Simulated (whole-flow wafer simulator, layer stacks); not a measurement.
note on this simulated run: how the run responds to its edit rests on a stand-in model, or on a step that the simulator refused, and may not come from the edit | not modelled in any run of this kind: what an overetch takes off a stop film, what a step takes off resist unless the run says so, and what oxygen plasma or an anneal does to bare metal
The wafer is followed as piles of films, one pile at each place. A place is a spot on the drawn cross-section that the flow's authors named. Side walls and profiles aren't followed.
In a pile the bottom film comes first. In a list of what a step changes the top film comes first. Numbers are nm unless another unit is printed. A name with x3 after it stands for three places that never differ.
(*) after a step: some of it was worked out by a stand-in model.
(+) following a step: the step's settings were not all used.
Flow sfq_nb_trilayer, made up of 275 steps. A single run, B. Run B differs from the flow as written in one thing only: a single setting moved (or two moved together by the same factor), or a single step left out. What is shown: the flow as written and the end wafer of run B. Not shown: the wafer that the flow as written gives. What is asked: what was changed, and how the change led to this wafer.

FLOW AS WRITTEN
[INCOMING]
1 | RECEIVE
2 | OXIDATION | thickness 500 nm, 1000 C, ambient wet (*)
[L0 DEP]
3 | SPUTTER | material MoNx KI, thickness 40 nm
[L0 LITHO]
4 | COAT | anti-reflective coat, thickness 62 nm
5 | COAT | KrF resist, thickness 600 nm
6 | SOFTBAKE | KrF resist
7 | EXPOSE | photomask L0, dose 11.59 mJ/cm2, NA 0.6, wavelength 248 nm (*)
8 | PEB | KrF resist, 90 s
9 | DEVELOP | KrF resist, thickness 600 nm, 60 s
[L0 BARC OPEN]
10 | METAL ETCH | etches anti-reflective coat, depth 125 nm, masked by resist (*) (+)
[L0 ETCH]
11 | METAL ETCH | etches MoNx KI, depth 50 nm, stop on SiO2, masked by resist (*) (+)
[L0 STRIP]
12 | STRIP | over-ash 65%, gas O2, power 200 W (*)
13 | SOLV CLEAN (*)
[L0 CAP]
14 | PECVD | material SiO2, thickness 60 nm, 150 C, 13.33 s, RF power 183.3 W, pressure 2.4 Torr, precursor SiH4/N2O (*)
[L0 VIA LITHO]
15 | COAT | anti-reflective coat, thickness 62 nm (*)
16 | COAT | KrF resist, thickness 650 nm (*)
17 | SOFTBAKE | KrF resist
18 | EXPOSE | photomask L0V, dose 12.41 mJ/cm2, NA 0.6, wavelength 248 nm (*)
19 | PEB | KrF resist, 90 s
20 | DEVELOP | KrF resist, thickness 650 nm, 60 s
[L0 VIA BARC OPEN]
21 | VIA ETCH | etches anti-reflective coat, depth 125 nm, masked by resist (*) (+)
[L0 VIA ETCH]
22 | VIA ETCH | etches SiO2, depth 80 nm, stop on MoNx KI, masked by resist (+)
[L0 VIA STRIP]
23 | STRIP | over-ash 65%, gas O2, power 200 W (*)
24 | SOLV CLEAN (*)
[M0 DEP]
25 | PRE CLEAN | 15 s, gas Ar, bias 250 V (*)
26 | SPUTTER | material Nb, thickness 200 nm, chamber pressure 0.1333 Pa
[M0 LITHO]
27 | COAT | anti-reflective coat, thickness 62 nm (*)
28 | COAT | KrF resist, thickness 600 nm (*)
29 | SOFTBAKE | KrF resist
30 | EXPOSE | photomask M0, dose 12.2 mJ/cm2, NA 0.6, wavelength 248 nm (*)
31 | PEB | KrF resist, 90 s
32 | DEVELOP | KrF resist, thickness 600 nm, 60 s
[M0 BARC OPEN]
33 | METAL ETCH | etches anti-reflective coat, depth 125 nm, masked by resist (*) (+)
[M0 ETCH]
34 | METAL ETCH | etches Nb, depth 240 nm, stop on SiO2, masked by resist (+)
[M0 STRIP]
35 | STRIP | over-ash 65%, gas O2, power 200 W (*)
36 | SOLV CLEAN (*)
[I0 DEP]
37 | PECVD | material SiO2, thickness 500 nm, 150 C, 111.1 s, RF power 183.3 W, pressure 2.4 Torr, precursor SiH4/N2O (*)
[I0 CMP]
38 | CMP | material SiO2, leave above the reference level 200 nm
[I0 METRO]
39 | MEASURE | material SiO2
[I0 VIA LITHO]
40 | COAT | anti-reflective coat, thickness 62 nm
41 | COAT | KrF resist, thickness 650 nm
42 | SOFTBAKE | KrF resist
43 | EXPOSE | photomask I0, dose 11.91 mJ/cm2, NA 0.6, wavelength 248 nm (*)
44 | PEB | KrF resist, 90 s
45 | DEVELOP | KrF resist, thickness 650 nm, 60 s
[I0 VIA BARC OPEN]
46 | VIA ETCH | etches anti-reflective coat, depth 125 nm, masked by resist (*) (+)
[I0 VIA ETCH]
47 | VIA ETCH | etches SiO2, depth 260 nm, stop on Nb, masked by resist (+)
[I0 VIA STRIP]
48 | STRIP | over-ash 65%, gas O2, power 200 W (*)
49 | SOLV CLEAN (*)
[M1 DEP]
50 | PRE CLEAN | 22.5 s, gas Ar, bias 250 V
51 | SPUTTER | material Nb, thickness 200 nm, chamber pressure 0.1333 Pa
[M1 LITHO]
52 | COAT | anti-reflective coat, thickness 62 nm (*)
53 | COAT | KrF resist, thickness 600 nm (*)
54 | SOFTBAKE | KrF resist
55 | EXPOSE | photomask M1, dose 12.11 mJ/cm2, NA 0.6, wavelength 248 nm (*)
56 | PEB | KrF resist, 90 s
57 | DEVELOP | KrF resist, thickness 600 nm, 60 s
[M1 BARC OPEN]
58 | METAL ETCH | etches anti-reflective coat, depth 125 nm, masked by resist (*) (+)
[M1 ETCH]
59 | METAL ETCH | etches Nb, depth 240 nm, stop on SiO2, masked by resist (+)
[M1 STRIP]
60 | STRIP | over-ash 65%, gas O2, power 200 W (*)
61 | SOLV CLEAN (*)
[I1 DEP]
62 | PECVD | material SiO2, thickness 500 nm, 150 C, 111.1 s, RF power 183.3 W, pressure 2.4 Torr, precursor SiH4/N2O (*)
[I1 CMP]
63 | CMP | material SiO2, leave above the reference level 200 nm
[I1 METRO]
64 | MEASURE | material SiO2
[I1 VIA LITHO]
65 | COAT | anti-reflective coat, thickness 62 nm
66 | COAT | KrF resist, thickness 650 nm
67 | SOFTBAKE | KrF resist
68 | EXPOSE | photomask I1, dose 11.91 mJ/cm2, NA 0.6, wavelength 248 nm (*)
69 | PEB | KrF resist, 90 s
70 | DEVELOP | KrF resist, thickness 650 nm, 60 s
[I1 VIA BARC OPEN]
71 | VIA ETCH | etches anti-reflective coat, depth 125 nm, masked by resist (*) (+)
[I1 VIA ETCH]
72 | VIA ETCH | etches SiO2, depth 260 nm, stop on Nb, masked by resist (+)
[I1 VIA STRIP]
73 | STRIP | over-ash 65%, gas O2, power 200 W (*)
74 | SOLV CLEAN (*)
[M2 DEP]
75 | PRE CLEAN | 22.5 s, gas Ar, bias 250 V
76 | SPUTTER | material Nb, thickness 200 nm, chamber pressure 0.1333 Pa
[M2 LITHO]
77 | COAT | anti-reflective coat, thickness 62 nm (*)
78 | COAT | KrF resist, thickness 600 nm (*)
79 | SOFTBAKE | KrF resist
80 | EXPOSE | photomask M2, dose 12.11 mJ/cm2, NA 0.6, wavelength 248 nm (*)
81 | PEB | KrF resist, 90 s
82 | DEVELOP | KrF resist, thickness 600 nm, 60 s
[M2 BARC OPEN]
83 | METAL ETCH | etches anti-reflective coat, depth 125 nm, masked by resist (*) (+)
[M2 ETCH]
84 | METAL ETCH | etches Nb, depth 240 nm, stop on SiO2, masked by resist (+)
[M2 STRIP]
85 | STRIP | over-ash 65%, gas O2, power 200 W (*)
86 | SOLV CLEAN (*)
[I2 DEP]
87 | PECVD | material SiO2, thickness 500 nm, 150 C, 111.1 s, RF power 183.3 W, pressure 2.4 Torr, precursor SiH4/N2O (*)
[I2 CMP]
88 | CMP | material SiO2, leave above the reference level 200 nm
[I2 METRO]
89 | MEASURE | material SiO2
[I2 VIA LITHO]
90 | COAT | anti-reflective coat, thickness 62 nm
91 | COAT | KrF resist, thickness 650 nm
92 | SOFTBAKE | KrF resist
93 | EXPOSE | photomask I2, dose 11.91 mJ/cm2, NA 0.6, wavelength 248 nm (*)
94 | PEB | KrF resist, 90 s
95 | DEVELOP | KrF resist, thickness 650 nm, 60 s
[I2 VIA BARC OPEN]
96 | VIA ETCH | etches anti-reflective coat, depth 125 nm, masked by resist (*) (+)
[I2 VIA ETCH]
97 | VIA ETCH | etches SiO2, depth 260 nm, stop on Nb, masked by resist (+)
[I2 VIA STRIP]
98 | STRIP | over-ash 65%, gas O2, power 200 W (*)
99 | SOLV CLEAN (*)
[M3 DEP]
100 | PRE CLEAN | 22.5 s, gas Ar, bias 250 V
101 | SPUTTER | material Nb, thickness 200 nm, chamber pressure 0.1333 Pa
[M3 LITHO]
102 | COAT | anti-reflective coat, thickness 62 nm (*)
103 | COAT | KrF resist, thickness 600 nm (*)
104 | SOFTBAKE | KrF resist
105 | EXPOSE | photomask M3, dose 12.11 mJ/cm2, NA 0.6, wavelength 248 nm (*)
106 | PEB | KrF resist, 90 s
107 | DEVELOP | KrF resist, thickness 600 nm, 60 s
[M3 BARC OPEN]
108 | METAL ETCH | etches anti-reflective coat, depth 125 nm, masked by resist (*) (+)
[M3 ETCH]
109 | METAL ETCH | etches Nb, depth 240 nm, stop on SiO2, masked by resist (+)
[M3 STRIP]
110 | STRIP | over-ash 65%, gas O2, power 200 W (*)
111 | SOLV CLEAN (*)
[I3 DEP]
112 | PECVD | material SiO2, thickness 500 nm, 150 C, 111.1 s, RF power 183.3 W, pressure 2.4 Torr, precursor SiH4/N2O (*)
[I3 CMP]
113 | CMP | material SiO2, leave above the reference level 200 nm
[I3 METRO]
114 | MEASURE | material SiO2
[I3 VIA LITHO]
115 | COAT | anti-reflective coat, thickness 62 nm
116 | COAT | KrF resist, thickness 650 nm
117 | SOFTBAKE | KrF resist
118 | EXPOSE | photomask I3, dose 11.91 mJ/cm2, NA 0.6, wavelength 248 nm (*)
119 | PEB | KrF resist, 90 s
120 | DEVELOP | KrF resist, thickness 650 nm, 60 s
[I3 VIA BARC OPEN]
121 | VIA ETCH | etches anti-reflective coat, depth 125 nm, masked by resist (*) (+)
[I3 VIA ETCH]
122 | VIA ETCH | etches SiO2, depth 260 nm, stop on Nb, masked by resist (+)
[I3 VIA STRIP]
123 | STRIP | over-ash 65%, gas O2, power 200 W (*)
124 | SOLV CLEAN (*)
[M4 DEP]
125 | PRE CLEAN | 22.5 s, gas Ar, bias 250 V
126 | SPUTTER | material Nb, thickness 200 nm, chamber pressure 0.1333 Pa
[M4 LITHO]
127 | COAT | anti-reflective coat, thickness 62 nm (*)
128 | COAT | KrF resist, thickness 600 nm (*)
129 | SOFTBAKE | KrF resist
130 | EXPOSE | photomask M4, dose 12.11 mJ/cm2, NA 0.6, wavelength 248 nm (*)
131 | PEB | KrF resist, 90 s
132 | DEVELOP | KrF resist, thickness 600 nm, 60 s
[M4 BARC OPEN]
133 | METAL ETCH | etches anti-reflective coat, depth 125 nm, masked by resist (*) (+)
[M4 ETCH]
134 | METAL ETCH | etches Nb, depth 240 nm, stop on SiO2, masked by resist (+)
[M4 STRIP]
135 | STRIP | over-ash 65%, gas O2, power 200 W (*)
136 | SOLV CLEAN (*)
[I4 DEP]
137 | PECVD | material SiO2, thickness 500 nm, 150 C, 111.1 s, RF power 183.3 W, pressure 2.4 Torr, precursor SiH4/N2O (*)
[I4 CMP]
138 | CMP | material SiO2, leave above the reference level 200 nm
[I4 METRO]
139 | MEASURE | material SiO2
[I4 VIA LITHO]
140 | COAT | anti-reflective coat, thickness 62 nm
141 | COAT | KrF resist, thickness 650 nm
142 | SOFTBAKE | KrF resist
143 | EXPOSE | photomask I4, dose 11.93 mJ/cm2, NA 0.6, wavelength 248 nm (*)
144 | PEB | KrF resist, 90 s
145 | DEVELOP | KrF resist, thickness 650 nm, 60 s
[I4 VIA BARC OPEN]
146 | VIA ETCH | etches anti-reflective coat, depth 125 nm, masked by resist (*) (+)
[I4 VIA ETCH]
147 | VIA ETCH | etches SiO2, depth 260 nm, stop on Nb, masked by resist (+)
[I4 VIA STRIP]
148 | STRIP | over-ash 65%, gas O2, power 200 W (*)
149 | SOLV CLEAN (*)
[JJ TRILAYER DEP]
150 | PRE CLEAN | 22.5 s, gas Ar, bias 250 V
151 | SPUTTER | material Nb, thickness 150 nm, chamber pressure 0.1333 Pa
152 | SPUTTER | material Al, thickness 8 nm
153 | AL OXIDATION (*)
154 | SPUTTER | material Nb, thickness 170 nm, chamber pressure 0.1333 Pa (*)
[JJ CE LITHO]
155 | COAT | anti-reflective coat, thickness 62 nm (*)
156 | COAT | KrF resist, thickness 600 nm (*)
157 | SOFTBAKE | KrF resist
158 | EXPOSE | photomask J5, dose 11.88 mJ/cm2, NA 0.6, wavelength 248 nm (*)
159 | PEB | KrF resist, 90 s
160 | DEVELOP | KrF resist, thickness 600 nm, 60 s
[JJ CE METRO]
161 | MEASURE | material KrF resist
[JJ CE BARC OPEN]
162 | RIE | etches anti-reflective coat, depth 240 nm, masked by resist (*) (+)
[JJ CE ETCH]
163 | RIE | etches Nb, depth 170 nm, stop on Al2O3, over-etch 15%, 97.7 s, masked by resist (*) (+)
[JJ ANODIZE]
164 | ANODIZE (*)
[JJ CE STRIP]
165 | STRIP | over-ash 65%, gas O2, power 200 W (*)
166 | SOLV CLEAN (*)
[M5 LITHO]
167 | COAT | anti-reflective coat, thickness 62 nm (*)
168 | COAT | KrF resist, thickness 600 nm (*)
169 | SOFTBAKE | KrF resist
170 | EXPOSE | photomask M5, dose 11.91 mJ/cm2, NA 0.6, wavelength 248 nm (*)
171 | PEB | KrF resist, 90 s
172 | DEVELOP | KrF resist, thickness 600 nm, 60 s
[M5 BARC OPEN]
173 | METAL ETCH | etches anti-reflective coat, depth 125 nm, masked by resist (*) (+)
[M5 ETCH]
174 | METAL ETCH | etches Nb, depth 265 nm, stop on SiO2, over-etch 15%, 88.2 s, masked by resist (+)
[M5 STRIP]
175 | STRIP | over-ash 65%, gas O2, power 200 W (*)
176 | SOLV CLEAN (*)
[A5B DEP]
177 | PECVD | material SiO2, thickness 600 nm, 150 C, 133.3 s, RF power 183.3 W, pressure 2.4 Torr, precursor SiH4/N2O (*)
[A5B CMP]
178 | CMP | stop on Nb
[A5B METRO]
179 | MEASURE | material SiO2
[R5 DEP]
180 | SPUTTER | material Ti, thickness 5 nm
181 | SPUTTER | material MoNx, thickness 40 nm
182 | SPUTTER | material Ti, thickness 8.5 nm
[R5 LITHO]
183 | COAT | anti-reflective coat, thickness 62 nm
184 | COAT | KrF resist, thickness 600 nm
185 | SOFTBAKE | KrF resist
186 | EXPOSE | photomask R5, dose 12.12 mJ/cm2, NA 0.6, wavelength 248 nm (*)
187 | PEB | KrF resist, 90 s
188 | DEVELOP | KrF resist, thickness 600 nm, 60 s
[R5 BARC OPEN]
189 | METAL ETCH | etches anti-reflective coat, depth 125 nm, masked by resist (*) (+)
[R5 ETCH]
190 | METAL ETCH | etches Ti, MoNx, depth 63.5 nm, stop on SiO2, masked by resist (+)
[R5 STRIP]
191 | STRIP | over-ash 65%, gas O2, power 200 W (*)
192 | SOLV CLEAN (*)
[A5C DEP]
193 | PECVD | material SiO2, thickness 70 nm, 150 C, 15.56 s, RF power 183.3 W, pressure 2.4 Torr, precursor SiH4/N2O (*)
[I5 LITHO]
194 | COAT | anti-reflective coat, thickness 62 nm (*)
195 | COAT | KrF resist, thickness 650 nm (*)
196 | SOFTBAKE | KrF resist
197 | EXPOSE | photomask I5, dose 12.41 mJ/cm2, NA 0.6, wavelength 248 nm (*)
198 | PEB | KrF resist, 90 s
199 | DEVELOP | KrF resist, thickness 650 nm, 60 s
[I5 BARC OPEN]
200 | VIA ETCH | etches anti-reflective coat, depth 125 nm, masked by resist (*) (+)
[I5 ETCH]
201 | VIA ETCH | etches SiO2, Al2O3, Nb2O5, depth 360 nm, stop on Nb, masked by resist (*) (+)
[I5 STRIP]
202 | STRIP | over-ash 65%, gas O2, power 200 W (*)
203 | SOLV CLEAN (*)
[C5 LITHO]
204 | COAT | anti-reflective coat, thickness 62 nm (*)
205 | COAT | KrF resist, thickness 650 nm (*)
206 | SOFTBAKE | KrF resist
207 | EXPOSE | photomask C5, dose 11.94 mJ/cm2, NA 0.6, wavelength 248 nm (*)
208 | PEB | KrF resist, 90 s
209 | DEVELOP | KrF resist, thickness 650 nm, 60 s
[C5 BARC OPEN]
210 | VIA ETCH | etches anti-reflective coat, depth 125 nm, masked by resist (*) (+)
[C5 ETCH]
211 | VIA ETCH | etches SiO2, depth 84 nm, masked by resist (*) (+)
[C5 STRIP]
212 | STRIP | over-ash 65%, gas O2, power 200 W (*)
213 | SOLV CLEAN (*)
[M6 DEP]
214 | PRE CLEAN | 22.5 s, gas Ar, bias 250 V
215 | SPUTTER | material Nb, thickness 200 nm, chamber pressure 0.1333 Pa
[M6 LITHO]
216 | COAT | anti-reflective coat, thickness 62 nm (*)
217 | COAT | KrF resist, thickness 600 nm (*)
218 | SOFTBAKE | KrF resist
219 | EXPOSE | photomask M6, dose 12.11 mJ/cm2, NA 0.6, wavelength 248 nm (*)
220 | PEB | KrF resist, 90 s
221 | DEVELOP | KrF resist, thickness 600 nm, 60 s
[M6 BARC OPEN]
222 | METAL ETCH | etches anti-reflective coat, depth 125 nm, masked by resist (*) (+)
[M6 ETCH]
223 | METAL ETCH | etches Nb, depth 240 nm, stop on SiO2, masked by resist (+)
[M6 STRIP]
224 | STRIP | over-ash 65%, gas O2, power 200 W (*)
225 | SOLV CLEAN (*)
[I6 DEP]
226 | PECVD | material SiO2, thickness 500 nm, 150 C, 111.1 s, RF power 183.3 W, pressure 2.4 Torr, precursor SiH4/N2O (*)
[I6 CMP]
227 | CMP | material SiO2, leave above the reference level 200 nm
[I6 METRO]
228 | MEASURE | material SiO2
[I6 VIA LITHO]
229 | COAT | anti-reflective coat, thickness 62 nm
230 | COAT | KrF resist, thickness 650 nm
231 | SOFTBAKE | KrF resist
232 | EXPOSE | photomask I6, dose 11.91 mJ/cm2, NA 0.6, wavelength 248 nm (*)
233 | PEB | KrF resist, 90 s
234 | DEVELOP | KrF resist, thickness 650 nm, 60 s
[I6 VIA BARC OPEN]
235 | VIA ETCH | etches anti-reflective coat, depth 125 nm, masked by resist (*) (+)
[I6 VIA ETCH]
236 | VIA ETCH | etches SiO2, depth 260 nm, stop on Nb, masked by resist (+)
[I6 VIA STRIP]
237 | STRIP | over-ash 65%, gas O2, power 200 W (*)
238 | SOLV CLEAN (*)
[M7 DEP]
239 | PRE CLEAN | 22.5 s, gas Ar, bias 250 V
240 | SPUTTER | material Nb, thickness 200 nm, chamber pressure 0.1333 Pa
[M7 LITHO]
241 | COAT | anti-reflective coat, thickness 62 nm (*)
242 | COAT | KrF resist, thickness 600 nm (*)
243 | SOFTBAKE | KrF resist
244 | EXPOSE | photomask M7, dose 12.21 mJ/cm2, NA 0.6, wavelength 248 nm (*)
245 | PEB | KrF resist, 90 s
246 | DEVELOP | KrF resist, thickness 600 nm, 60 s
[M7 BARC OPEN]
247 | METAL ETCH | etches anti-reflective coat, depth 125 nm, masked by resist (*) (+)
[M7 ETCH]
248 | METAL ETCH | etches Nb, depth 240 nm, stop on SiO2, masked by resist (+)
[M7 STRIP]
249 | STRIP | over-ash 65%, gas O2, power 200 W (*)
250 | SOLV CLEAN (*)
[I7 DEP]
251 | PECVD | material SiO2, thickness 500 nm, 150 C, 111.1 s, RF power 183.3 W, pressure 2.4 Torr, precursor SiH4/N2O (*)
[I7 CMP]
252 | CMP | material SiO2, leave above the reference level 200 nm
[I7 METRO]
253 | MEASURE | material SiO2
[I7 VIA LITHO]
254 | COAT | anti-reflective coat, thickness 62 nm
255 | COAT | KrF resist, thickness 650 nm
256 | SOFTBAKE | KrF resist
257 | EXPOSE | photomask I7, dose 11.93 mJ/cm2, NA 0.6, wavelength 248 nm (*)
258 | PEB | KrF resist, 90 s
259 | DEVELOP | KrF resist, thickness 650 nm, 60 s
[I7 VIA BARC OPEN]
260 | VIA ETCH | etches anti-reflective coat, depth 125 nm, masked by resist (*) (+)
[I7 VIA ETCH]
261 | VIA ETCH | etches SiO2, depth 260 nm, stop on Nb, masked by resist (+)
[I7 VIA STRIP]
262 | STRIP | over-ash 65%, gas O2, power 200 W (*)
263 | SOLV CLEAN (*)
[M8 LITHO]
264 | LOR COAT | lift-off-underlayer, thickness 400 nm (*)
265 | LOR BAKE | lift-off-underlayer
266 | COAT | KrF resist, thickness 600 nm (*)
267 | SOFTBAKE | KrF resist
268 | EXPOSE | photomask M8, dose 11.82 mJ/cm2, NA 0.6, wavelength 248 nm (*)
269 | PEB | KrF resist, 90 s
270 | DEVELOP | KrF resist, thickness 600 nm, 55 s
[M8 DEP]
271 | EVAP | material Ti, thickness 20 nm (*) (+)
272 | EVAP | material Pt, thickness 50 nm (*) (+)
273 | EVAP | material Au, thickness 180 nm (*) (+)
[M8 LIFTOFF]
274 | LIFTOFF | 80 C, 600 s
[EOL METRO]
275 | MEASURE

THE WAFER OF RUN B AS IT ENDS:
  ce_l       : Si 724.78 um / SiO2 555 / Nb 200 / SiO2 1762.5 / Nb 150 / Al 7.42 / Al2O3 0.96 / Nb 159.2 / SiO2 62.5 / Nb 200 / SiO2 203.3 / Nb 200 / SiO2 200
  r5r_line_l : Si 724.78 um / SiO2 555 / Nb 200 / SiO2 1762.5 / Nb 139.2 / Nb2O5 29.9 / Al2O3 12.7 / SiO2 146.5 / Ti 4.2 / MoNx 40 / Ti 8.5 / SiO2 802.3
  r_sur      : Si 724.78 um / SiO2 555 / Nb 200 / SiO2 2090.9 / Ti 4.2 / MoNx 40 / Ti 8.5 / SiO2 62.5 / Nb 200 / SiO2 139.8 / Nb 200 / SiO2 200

What caused this: step 180, SPUTTER: thickness 4.2 nm was run, while the flow as written has thickness 5 nm.
The wafer itself shows it: r5r_line_l has Ti 4.2, and step 180 as written asks for 5 nm.

How this came from the change, step by step:
  180 | SPUTTER | material Ti, thickness 5 nm
      field_l, v_sur, via_wl and 103 more: +4.2 Ti (new film) (in the flow as written it would be: +5 Ti (new film))
  190 | METAL ETCH | etches Ti, MoNx, depth 63.5 nm, stop on SiO2, masked by resist (+)
      field_l, v_sur, via_wl and 92 more: -8.5 Ti (all of it), -40 MoNx (all of it), -4.2 Ti (all of it) (in the flow as written it would be: -8.5 Ti (all of it), -40 MoNx (all of it), -5 Ti (all of it))
      ce_l, c5j, ce_r, wl_jj: -8.5 Ti (all of it), -40 MoNx (all of it), -4.2 Ti (all of it), -10.8 Nb (in the flow as written it would be: -8.5 Ti (all of it), -40 MoNx (all of it), -5 Ti (all of it), -10 Nb)
